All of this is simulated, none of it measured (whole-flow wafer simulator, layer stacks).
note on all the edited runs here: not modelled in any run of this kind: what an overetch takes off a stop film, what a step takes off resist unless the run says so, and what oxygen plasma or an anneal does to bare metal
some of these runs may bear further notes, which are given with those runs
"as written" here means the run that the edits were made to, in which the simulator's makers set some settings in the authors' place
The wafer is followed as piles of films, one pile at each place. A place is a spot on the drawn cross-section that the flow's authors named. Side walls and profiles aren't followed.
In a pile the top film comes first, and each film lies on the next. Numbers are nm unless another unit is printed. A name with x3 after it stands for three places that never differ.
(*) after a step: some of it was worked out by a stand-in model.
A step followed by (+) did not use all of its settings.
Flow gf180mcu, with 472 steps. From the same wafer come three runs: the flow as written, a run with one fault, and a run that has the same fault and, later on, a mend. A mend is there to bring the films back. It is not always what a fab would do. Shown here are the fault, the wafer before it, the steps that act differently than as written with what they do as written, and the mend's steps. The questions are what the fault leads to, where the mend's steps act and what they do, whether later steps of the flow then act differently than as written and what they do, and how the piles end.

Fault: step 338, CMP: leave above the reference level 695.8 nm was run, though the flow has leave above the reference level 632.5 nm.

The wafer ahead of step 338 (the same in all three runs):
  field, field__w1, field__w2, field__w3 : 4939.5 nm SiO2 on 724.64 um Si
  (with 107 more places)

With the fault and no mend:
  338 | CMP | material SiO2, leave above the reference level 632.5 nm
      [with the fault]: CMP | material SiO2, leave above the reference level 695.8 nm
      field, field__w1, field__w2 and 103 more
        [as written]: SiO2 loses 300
        [with the fault]: SiO2 loses 236.7
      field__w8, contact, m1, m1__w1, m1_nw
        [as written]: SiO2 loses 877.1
        [with the fault]: SiO2 loses 813.8
  Later steps of the flow acting differently than as written (not shown: 2 more steps that differ only slightly, by at most 2% or 0.5 nm, whichever is larger):
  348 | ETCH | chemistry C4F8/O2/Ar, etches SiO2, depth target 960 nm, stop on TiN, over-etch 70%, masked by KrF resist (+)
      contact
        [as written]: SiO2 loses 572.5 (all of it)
        [with the fault]: SiO2 loses 635.8 (all of it)
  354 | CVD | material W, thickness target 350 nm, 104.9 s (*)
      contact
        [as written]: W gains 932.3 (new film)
        [with the fault]: W gains 996.2 (new film)
  The piles end different from the flow's at field__w8, contact, m1, m1__w1, m1_nw by more than 2% or 0.5 nm, whichever is larger.
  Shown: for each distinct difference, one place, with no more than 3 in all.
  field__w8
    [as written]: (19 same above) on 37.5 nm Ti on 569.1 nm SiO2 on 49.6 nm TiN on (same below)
    [with the fault]: (19 same above) on 37.5 nm Ti on 632.4 nm SiO2 on 49.6 nm TiN on (same below)
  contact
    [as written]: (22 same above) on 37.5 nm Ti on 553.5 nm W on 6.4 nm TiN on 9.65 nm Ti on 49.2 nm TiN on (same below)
    [with the fault]: (22 same above) on 37.5 nm Ti on 617.4 nm W on 6.17 nm TiN on 9.3 nm Ti on 49.2 nm TiN on (same below)

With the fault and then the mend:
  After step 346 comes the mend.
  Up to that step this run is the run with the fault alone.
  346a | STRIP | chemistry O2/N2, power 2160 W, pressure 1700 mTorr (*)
      field, field__w1, field__w2 and 107 more
        KrF resist loses 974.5 (all of it), anti-reflective coat loses 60 (all of it)
      contact
        anti-reflective coat loses 60 (all of it)
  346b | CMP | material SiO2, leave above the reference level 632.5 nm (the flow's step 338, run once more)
      field, field__w1, field__w2 and 108 more
        SiO2 loses 63.3
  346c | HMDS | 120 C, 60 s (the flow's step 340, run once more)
      does not change any film at any place that is followed
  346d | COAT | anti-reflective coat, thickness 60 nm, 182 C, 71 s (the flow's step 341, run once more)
      field, field__w1, field__w2 and 108 more
        anti-reflective coat gains 60 (new film)
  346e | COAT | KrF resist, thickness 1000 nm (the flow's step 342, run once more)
      field, field__w1, field__w2 and 108 more
        KrF resist gains 1000 (new film)
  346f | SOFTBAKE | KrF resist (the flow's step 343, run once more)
      does not change any film at any place that is followed
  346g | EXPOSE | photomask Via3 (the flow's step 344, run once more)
      does not change any film at any place that is followed
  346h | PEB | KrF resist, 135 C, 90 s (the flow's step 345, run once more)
      field, field__w1, field__w2 and 108 more
        KrF resist loses 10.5
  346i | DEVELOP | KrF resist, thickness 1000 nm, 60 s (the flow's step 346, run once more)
      field, field__w1, field__w2 and 107 more
        KrF resist loses 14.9
      contact
        KrF resist loses 989.5 (all of it)
  Later steps of the flow that are run all act as written at every place that is followed.
  By the end, the piles equal the flow's at every place that both follow.
